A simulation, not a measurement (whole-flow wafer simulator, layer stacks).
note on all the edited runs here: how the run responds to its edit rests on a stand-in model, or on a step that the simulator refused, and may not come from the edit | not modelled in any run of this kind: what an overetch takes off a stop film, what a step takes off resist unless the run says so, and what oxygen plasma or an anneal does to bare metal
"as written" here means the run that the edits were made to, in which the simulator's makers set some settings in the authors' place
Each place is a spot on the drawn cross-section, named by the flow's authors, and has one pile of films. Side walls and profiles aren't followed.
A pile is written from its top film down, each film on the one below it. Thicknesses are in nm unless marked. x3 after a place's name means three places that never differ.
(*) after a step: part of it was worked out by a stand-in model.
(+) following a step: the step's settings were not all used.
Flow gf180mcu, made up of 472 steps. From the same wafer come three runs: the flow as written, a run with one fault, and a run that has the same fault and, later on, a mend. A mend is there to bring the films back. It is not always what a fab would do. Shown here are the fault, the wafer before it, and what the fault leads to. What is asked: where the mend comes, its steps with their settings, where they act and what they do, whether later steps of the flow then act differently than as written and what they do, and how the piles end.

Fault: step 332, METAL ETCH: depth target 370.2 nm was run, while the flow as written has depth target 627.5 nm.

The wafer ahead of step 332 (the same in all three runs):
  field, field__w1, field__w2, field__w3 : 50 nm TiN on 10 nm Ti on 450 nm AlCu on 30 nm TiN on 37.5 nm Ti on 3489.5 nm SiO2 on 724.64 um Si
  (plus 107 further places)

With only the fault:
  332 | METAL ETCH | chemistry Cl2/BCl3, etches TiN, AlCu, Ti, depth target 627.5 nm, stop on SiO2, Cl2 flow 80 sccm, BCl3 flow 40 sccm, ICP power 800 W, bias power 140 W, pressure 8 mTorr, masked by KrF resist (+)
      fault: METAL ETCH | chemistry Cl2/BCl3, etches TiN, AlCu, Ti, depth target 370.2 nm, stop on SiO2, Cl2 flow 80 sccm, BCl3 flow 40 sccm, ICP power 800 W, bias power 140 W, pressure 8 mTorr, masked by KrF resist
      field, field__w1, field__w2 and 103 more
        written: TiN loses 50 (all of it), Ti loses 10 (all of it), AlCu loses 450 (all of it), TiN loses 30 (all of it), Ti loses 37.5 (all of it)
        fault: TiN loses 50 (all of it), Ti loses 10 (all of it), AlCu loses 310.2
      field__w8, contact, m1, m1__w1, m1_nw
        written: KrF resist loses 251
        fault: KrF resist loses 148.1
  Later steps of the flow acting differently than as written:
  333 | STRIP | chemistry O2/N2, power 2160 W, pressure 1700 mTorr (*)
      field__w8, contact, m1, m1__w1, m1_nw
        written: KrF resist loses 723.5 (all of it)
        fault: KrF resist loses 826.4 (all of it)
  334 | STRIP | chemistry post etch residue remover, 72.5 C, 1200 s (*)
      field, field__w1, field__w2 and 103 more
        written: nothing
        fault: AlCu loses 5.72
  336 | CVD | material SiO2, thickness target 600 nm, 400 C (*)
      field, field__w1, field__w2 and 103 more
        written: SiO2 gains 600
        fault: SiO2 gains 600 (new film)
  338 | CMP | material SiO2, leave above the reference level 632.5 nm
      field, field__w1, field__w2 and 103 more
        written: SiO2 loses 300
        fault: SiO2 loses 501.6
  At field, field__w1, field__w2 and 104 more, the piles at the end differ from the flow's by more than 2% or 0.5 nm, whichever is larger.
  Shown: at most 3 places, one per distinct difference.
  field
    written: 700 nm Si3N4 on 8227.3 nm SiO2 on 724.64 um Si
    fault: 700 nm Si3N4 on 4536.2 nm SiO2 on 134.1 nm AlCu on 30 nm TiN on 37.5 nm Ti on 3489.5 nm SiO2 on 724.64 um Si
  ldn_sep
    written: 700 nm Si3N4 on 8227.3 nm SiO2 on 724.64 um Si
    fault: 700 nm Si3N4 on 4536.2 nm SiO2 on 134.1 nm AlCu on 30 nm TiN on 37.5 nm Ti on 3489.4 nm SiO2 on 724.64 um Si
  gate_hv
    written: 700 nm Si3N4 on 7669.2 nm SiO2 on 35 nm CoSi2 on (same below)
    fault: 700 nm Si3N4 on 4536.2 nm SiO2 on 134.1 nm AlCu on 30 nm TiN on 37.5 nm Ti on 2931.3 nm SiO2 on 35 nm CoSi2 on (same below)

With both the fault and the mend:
  The mend stands after step 334.
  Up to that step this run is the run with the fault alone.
  334a | DEHYDRATE | 200 C, 60 s (the flow's step 325, run once more)
      alters no film at any place that is followed
  334b | HMDS | 120 C, 60 s (the flow's step 326, run once more)
      alters no film at any place that is followed
  334c | COAT | KrF resist, thickness 1000 nm (*) (the flow's step 327, run once more)
      iso_ptap_pw, iso_ntap_nw, iso_nw_fld and 33 more
        KrF resist gains 1000 (new film)
      field_sub, field_sub__w1, field_sub__w3 and 11 more
        KrF resist gains 1002.5 (new film)
      field__w5, field__w9, field_sub__w4 and 9 more
        KrF resist gains 1002.4 (new film)
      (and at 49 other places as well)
  334d | SOFTBAKE | KrF resist (the flow's step 328, run once more)
      alters no film at any place that is followed
  334e | EXPOSE | photomask Metal3 (the flow's step 329, run once more)
      alters no film at any place that is followed
  334f | PEB | KrF resist, 135 C, 90 s (the flow's step 330, run once more)
      field__w1, field__w2, field__w3 and 58 more
        KrF resist loses 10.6
      iso_ptap_pw, iso_ntap_nw, iso_nw_fld and 33 more
        KrF resist loses 10.5
      sd_p, nw_sep_fld, polyc_n
        KrF resist loses 10.7
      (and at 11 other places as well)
  334g | DEVELOP | thickness 1000 nm, 60 s (the flow's step 331, run once more)
      iso_ptap_pw, iso_ntap_nw, iso_nw_fld and 33 more
        KrF resist loses 989.5 (all of it)
      field_sub__w2, field_sub__w4, gate and 10 more
        KrF resist loses 991.8 (all of it)
      p_well, sti, spacer and 7 more
        KrF resist loses 992 (all of it)
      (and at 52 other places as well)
  334h | METAL ETCH | chemistry Cl2/BCl3, etches TiN, AlCu, Ti, depth target 257.3 nm, stop on SiO2, Cl2 flow 80 sccm, BCl3 flow 40 sccm, ICP power 800 W, bias power 140 W, pressure 8 mTorr, masked by KrF resist (+) (the flow's step 332, run once more with other settings)
      field, field__w1, field__w2 and 103 more
        AlCu loses 134.1 (all of it), TiN loses 30 (all of it), Ti loses 37.5 (all of it)
      field__w8, contact, m1, m1__w1, m1_nw
        KrF resist loses 102.9
  334i | STRIP | chemistry O2/N2, power 2160 W, pressure 1700 mTorr (*) (the flow's step 333, run once more)
      field__w8
        KrF resist loses 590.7 (all of it)
      contact
        KrF resist loses 588.8 (all of it)
      m1
        KrF resist loses 590.9 (all of it)
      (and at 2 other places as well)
  334j | STRIP | chemistry post etch residue remover, 72.5 C, 1200 s (*) (the flow's step 334, run once more)
      field__w8, contact, m1, m1__w1, m1_nw
        TiN loses 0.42
  Later steps of the flow that are run all act as written at every place that is followed, up to a difference of at most 2% or 0.5 nm, whichever is larger.
  The piles end only slightly different from the flow's at the places that both follow, by no more than 2% or 0.5 nm, whichever is larger.
